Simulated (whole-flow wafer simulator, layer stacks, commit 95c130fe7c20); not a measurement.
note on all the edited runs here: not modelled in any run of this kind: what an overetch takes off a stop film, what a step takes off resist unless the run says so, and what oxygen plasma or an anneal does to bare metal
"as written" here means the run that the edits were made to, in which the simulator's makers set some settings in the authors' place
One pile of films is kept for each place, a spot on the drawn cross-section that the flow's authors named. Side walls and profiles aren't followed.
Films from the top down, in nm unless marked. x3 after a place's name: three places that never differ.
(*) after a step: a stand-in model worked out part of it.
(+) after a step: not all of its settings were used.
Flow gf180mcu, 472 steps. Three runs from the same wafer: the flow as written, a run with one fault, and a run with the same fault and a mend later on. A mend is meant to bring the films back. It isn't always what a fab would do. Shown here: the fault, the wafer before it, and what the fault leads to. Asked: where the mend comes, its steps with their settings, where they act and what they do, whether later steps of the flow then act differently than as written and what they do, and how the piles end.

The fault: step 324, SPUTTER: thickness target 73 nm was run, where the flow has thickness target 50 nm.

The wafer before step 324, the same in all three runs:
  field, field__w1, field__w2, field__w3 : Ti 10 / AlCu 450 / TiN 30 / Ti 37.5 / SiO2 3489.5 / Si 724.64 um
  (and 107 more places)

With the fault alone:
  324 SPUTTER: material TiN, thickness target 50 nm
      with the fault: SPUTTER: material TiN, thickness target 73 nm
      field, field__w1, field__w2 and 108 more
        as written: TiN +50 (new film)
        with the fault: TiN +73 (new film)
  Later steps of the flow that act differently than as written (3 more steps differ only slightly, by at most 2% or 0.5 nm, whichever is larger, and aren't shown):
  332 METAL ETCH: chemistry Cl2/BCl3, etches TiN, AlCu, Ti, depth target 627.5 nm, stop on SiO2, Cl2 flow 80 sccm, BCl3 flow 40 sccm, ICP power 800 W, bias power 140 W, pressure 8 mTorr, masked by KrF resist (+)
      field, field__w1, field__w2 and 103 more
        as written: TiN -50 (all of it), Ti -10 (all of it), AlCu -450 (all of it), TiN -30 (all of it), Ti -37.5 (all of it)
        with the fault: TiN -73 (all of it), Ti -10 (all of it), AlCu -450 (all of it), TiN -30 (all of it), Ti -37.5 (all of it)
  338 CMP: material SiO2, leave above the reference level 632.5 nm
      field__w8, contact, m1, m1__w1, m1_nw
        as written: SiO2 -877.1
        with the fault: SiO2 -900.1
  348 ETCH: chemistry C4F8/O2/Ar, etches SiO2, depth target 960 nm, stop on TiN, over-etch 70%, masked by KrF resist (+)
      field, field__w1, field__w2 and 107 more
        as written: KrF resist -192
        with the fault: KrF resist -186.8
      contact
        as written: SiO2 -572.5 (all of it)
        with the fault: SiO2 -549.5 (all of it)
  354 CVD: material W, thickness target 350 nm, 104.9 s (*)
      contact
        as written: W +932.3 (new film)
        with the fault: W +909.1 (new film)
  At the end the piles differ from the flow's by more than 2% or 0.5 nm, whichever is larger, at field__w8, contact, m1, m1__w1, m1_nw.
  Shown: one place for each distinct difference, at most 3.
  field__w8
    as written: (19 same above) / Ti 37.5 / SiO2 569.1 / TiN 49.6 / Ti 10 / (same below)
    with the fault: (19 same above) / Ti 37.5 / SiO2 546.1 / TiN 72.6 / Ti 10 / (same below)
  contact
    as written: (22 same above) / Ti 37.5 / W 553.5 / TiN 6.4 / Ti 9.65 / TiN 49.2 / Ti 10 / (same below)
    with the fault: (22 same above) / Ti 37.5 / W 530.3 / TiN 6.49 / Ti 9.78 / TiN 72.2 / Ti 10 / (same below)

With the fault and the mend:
  The mend comes after step 324.
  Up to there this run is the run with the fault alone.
  324a METAL ETCH: chemistry Cl2/BCl3, etches TiN, AlCu, Ti, depth target 23 nm, Cl2 flow 80 sccm, BCl3 flow 40 sccm, ICP power 800 W, bias power 140 W, pressure 8 mTorr (the flow's step 260 once more, with other settings)
      field, field__w1, field__w2 and 108 more
        TiN -23
  No later step of the flow acts differently than as written at any place that is followed.
  At the end the piles are the same as the flow's at every place that both follow.
